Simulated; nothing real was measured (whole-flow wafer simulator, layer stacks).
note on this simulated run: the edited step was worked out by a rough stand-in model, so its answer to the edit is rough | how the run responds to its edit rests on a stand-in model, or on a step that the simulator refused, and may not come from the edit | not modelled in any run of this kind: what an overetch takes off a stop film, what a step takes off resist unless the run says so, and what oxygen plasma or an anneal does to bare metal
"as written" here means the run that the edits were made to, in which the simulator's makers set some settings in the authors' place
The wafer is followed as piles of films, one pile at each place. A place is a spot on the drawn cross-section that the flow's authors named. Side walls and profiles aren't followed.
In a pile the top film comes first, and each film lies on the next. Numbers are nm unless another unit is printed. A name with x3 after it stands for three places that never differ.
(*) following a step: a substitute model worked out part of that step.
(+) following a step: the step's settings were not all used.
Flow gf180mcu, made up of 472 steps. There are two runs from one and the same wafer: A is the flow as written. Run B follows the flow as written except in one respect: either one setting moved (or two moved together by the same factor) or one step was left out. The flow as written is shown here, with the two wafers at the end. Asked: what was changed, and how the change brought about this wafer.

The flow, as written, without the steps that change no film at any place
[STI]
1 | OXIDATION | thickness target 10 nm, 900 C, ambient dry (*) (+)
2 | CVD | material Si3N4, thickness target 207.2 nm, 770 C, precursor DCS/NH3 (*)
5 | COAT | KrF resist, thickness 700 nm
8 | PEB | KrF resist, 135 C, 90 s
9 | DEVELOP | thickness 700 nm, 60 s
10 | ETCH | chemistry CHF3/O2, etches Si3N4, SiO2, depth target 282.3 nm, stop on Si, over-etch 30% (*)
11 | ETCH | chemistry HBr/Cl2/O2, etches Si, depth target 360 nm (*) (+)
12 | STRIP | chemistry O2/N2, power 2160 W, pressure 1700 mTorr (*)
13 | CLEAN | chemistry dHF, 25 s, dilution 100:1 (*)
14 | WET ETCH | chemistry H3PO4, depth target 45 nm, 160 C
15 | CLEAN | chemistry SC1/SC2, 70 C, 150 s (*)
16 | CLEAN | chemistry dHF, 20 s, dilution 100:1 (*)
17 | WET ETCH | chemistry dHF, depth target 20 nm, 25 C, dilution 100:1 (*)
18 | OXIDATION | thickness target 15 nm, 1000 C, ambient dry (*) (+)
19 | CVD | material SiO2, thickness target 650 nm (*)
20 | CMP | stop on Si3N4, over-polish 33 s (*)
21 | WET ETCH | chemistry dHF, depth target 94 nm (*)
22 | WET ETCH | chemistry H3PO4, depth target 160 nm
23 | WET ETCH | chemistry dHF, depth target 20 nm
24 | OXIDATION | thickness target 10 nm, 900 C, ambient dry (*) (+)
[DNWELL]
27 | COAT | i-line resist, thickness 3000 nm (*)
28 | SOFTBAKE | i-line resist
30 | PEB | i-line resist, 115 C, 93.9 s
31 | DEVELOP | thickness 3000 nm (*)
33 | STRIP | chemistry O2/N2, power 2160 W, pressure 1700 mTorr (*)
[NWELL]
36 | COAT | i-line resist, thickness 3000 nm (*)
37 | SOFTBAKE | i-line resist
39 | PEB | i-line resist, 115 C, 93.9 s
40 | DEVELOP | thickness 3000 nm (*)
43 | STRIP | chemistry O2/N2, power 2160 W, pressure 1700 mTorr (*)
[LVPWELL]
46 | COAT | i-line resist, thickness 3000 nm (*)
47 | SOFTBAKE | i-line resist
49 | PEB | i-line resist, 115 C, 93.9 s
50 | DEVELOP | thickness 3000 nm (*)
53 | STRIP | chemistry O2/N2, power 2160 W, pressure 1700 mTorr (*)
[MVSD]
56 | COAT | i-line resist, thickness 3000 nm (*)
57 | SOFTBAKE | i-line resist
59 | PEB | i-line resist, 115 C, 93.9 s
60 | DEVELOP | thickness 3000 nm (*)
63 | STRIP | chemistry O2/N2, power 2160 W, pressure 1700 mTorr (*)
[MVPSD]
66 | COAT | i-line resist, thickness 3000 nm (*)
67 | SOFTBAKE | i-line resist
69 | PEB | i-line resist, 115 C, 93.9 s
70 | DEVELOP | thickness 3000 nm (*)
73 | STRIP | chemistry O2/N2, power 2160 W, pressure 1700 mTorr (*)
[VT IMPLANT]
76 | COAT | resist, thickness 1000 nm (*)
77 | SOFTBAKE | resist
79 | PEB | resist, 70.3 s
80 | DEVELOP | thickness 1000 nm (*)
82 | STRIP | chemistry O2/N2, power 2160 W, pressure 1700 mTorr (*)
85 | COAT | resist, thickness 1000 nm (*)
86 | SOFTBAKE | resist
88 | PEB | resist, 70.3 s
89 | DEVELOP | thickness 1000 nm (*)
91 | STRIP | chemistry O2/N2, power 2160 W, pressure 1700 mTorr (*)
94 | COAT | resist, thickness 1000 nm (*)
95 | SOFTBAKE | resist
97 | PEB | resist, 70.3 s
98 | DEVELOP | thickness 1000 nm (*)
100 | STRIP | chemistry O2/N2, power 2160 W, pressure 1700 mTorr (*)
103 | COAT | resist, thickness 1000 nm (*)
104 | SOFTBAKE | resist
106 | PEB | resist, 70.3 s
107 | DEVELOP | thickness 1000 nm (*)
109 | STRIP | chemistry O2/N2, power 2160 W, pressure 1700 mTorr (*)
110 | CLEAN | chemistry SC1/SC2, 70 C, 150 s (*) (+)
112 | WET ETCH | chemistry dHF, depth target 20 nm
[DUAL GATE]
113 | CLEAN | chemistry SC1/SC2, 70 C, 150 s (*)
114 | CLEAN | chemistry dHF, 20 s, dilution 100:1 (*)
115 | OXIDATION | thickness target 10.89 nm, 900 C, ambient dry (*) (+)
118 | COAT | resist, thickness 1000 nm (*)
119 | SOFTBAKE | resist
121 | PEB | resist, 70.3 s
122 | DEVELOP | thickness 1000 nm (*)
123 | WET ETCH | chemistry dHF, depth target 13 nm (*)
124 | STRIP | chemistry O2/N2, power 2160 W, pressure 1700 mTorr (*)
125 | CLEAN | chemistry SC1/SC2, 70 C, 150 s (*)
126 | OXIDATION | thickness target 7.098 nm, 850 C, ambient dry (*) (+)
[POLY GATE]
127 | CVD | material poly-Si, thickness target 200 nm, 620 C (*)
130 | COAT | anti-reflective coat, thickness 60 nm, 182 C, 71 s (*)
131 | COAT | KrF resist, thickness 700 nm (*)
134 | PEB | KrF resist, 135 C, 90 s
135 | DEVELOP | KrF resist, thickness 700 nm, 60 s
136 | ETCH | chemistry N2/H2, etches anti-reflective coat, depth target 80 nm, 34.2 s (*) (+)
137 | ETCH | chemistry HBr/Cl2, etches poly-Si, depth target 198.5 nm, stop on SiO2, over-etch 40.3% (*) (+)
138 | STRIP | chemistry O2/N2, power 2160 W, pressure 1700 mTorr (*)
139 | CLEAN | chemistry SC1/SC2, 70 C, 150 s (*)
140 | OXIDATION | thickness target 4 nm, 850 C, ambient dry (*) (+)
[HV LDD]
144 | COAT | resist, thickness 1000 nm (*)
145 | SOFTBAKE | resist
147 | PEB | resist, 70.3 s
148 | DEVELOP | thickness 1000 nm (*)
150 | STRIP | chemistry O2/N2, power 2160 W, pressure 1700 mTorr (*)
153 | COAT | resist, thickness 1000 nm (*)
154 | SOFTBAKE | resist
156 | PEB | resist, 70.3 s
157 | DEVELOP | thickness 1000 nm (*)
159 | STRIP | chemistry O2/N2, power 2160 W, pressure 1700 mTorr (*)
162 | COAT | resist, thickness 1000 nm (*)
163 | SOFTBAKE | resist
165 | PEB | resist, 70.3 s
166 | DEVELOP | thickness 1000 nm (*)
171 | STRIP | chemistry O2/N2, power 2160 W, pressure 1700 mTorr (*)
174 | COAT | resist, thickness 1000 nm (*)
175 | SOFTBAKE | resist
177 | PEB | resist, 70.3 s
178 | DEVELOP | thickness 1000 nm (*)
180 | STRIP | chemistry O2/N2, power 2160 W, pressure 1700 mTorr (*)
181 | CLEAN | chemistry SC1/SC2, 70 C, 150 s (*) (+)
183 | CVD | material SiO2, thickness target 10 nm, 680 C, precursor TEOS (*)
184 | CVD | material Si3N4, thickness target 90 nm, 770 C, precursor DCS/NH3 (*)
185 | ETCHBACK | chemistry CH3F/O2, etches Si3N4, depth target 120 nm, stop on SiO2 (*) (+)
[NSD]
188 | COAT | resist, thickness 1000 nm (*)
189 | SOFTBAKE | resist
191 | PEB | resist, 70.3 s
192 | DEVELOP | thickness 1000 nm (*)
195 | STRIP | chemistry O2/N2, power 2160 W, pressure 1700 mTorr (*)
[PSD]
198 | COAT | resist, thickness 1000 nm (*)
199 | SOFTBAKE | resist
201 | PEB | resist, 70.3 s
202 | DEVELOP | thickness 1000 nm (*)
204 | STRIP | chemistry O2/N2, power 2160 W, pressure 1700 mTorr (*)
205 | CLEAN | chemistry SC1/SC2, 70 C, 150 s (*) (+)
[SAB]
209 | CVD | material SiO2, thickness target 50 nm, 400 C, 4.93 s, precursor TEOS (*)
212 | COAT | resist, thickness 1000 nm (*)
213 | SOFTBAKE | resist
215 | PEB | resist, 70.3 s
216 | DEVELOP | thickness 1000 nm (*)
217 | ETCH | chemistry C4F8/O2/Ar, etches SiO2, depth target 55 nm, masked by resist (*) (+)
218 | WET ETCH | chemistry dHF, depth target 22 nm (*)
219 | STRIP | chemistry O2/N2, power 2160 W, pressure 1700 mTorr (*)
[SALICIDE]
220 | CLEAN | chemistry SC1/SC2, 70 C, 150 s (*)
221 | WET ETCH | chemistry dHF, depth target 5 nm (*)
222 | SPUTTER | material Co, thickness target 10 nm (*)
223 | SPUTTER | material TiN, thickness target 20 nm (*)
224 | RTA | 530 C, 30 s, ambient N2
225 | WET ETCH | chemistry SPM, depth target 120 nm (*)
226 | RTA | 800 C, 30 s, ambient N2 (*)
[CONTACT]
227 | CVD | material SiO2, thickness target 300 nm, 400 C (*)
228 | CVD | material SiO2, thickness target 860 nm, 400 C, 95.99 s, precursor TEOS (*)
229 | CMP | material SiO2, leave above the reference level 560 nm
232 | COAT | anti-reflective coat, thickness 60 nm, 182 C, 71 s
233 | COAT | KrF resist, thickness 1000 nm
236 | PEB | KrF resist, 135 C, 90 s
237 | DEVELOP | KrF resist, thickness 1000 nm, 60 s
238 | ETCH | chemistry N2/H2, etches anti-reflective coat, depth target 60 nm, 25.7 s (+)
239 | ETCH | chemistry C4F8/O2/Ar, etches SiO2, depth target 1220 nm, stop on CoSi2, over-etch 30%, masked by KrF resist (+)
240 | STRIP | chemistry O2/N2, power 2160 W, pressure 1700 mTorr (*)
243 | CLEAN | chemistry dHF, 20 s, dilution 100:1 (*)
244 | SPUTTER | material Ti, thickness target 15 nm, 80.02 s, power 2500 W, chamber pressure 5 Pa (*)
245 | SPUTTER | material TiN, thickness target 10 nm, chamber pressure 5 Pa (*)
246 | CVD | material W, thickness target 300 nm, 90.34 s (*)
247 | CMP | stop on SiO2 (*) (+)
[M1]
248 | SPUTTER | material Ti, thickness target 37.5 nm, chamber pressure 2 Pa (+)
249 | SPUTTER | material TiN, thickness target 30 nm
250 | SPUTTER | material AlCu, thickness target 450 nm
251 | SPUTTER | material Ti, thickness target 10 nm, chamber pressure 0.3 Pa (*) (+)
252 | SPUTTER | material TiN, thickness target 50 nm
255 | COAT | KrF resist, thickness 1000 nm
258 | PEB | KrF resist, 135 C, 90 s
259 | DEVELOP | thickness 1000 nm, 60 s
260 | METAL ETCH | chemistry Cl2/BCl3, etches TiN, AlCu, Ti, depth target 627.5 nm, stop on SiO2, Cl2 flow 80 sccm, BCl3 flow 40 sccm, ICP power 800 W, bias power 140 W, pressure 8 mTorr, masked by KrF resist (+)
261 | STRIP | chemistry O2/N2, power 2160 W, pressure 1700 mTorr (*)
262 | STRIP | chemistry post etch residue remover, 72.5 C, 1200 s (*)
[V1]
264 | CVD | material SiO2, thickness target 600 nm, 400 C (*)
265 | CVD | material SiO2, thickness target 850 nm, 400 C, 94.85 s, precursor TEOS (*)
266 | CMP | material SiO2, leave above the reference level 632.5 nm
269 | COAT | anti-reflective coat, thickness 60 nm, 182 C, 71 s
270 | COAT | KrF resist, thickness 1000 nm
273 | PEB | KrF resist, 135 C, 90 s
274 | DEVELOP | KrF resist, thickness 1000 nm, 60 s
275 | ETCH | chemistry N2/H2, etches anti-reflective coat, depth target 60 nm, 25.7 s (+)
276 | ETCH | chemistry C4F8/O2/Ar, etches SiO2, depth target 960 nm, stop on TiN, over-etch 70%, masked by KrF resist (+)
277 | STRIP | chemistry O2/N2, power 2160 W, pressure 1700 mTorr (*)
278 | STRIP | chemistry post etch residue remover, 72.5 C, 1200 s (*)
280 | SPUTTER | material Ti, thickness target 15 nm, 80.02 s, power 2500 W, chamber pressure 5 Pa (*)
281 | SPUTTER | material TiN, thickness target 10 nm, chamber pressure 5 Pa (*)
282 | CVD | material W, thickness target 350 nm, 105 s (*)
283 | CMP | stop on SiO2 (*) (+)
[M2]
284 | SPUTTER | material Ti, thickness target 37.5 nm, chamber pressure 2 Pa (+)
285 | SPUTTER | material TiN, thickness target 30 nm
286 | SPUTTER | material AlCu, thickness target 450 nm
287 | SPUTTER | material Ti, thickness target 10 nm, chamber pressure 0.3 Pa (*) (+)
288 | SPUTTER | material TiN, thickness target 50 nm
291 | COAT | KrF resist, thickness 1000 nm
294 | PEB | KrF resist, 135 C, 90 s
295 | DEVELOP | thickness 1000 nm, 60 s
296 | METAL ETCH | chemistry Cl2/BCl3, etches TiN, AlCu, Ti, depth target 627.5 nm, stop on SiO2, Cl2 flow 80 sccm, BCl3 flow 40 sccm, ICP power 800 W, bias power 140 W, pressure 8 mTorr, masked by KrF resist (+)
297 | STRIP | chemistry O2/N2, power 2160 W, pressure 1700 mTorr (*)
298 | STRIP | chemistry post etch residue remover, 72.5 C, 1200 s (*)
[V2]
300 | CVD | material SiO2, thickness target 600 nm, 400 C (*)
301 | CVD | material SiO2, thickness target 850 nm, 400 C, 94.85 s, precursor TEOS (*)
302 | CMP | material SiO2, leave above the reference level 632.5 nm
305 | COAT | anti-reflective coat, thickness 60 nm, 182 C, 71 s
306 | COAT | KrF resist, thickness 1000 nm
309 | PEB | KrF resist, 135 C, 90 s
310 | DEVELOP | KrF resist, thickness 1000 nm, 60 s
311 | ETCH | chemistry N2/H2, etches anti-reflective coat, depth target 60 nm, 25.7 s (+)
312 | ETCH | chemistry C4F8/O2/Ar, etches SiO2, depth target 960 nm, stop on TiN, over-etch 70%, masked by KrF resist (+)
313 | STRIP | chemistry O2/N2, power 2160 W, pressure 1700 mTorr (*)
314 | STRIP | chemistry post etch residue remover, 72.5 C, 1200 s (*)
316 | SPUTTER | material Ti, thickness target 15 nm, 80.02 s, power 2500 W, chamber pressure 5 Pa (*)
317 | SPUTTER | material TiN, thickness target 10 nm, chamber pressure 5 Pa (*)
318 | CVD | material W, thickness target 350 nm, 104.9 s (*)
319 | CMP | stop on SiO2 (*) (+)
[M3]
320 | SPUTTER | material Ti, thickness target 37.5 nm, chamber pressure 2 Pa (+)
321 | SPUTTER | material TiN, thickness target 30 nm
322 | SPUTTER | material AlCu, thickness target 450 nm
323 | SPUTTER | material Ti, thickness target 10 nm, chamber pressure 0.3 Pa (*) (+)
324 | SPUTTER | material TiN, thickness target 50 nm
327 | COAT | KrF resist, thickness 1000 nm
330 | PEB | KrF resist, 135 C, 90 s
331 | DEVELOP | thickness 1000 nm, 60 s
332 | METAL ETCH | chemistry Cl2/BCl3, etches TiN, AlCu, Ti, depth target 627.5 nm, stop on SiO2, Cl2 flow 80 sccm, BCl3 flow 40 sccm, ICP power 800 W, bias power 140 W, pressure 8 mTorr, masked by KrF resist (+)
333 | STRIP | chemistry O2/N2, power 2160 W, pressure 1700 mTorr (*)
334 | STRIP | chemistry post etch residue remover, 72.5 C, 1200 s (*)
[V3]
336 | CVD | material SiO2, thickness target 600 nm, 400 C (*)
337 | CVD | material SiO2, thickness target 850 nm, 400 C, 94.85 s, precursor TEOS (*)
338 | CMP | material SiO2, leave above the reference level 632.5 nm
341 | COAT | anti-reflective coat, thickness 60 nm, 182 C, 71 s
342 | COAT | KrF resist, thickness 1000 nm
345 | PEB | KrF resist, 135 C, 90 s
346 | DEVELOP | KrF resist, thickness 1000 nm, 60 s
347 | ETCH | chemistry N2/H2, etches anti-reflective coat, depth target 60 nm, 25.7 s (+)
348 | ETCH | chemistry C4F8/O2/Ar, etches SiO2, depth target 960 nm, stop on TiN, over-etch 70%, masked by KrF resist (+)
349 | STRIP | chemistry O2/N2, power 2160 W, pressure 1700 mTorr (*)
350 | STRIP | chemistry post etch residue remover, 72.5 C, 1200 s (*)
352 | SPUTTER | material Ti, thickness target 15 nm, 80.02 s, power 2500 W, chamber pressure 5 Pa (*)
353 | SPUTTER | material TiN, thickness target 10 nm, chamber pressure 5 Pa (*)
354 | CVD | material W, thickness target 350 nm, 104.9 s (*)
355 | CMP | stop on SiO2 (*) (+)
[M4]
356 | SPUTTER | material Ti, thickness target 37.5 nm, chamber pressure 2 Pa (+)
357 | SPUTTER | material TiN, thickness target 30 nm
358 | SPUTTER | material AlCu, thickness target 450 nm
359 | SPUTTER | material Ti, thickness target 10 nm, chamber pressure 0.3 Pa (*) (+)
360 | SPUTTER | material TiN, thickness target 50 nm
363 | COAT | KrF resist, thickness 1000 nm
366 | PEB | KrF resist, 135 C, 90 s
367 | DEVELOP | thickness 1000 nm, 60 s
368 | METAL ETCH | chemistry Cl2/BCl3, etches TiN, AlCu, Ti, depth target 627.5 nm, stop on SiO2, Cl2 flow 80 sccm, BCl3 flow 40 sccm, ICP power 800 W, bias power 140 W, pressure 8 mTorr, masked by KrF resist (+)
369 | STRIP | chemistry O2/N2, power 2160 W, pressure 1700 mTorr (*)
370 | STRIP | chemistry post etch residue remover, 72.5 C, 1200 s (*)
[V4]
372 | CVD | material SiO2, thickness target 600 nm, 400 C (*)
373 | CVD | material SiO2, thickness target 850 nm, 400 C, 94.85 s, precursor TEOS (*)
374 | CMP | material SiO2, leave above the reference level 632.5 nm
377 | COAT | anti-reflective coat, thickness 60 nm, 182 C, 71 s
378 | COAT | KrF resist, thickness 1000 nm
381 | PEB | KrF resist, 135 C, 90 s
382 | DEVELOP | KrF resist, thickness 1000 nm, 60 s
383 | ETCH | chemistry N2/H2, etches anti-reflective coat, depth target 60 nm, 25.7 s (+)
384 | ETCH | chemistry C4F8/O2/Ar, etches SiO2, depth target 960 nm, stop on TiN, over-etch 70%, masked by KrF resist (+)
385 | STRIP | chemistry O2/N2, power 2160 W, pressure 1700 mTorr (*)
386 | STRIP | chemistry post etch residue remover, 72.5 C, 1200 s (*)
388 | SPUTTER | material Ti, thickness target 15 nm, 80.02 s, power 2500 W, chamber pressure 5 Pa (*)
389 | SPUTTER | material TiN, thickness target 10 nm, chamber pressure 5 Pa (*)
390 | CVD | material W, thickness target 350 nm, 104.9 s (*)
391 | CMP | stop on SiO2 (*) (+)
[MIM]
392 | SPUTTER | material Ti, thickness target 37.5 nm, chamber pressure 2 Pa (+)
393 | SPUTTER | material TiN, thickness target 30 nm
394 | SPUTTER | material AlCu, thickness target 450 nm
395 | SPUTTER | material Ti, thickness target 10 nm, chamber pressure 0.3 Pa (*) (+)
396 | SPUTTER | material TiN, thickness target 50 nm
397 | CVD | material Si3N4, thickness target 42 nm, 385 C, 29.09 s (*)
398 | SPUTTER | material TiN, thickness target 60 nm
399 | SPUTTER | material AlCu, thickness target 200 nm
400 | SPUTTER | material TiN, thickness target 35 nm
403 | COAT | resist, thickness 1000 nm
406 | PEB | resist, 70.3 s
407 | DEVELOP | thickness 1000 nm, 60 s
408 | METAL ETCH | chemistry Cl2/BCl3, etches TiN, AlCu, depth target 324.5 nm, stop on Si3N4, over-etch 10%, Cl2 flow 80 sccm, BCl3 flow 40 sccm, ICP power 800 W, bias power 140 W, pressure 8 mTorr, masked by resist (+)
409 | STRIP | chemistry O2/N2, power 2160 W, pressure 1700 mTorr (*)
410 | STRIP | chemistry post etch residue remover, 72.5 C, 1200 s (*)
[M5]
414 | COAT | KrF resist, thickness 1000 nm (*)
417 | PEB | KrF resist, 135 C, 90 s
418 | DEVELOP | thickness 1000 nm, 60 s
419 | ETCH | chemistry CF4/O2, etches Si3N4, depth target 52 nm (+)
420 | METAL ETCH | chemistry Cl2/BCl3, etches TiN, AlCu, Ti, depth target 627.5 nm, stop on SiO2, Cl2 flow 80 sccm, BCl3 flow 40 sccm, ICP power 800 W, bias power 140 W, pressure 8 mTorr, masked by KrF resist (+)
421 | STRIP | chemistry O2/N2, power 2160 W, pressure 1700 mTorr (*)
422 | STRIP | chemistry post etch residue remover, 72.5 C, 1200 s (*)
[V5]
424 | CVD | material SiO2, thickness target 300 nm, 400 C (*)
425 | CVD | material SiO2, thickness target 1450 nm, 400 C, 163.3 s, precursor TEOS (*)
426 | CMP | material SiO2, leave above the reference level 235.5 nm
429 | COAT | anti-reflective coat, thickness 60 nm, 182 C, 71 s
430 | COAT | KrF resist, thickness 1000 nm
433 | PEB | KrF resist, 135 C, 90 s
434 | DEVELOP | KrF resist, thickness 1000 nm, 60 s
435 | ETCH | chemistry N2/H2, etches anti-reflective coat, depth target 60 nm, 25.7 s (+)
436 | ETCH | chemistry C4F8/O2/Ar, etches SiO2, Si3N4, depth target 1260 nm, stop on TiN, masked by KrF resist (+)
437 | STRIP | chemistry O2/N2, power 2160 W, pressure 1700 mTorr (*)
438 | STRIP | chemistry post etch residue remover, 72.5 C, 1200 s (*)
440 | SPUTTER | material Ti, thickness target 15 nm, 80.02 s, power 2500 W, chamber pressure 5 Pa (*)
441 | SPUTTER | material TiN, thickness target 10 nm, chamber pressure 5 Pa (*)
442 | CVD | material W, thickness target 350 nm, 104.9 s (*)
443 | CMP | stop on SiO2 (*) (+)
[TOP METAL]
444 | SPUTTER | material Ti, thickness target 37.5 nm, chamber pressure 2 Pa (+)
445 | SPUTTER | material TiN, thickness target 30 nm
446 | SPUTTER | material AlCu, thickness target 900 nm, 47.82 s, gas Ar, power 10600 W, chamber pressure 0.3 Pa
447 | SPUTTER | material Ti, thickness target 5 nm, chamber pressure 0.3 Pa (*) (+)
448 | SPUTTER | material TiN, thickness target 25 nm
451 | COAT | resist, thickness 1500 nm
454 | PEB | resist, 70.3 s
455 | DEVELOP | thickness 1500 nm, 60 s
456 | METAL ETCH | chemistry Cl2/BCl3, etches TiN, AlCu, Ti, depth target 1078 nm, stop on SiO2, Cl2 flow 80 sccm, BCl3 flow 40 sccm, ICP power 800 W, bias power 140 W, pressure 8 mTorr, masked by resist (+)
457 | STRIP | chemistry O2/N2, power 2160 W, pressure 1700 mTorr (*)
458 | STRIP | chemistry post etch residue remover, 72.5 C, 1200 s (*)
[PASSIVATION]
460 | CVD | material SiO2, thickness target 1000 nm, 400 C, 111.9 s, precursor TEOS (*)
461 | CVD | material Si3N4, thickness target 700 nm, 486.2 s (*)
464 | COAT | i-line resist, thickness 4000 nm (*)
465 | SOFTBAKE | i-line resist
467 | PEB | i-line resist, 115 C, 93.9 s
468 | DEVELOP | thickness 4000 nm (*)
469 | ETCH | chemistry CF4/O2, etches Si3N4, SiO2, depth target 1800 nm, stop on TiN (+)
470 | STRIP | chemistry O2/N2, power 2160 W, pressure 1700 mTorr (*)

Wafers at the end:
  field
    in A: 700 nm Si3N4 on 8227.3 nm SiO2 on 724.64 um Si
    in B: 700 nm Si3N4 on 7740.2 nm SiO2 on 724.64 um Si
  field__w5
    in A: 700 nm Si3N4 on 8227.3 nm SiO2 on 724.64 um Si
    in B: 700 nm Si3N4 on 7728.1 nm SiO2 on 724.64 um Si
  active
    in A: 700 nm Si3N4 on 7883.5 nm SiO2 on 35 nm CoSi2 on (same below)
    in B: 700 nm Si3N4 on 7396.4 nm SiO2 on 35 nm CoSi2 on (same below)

What caused this: step 425, CVD: thickness target 652 nm was run, though the flow has thickness target 1450 nm; step 425, CVD: 73.48 s was run, where the flow has 163.3 s.

Step by step, how the change led to this:
  425 | CVD | material SiO2, thickness target 1450 nm, 400 C, 163.3 s, precursor TEOS (*)
      field, field__w1, field__w4 and 100 more: A +1450 SiO2 | B +662.6 SiO2
      field__w2, field__w3, field__w12 and 6 more: A +1421.8 SiO2 | B +650.3 SiO2
  426 | CMP | material SiO2, leave above the reference level 235.5 nm
      field, field__w1, field__w5 and 92 more: A -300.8 SiO2 | B nothing
      field__w2, field__w3, field__w12 and 6 more: A -272.7 SiO2 | B nothing
      (and at 8 other places as well)
  429 | COAT | anti-reflective coat, thickness 60 nm, 182 C, 71 s
      field_sub__w2, field_sub__w3, field_sub__w4 and 10 more: A +60 anti-reflective coat (new film) | B +62 anti-reflective coat (new film)
      p_well, sti, spacer, sd_n, pad, dice_street: A +60 anti-reflective coat (new film) | B +63.2 anti-reflective coat (new film)
      (and at 55 other places as well)
  430 | COAT | KrF resist, thickness 1000 nm
      field: A +1000 KrF resist (new film) | B +938 KrF resist (new film)
      field__w5: A +1000 KrF resist (new film) | B +1026.7 KrF resist (new film)
      (and at 29 other places as well)
  433 | PEB | KrF resist, 135 C, 90 s
      field__w7, ppoly_u, npoly_sal: A -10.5 KrF resist | B -12.2 KrF resist
      polyc_n, polyc_n_rim: A -10.5 KrF resist | B -15.4 KrF resist
      (and at 18 other places as well)
  434 | DEVELOP | KrF resist, thickness 1000 nm, 60 s
      contact: A -989.5 KrF resist (all of it) | B -693.4 KrF resist (all of it)
  435 | ETCH | chemistry N2/H2, etches anti-reflective coat, depth target 60 nm, 25.7 s (+)
      contact: A -60 anti-reflective coat (all of it), -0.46 SiO2 | B -8.21 anti-reflective coat (all of it), -1.79 SiO2
  437 | STRIP | chemistry O2/N2, power 2160 W, pressure 1700 mTorr (*)
      p_well, sti, spacer, sd_n, pad, dice_street: A -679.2 KrF resist (all of it), -60 anti-reflective coat (all of it) | B -679.9 KrF resist (all of it), -63.2 anti-reflective coat (all of it)
      ld_sd_p, ld_gate_p, ld_acc_p, ld_fp_p: A -679.2 KrF resist (all of it), -60 anti-reflective coat (all of it) | B -683.8 KrF resist (all of it), -62 anti-reflective coat (all of it)
      (and at 64 other places as well)
  440 | SPUTTER | material Ti, thickness target 15 nm, 80.02 s, power 2500 W, chamber pressure 5 Pa (*)
      field__w2: A +15 Ti (new film) | B +14.4 Ti (new film)
      contact: A +8.12 Ti (new film) | B +10.8 Ti (new film)
  441 | SPUTTER | material TiN, thickness target 10 nm, chamber pressure 5 Pa (*)
      contact: A +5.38 TiN (new film) | B +7.18 TiN (new film)
  442 | CVD | material W, thickness target 350 nm, 104.9 s (*)
      contact: A +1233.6 W (new film) | B +742.6 W (new film)
  443 | CMP | stop on SiO2 (*) (+)
      field__w3, field__w12, npoly_sal, ppoly_sal, nw_sep_fld, gate_hv5, gate_p_hv5, sti_nw: A -350 W (all of it), -10 TiN (all of it), -15 Ti (all of it), -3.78 SiO2 | B -350 W (all of it), -9.86 TiN (all of it), -6.84 Ti
      field__w2: A -350 W (all of it), -10 TiN (all of it), -15 Ti (all of it), -3.78 SiO2 | B -350 W (all of it), -9.62 TiN (all of it), -6.5 Ti
      (and at 102 other places as well)
  444 | SPUTTER | material Ti, thickness target 37.5 nm, chamber pressure 2 Pa (+)
      field__w2, field__w3, field__w12 and 6 more: A +37.5 Ti (new film) | B +36.8 Ti
  445 | SPUTTER | material TiN, thickness target 30 nm
      field__w2, field__w3, field__w12 and 6 more: A +30 TiN (new film) | B +28.8 TiN (new film)
  446 | SPUTTER | material AlCu, thickness target 900 nm, 47.82 s, gas Ar, power 10600 W, chamber pressure 0.3 Pa
      field__w2, field__w3, field__w12 and 6 more: A +900 AlCu (new film) | B +874.3 AlCu (new film)
  447 | SPUTTER | material Ti, thickness target 5 nm, chamber pressure 0.3 Pa (*) (+)
      field__w2: A +5 Ti (new film) | B +4.24 Ti (new film)
  ... 10 other steps ...
  470 | STRIP | chemistry O2/N2, power 2160 W, pressure 1700 mTorr (*)
      field__w8, m1__w1: A -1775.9 i-line resist (all of it) | B -1327.3 i-line resist (all of it)
      m1: A -1798.9 i-line resist (all of it) | B -1345.5 i-line resist (all of it)
      (and at 3 other places as well)
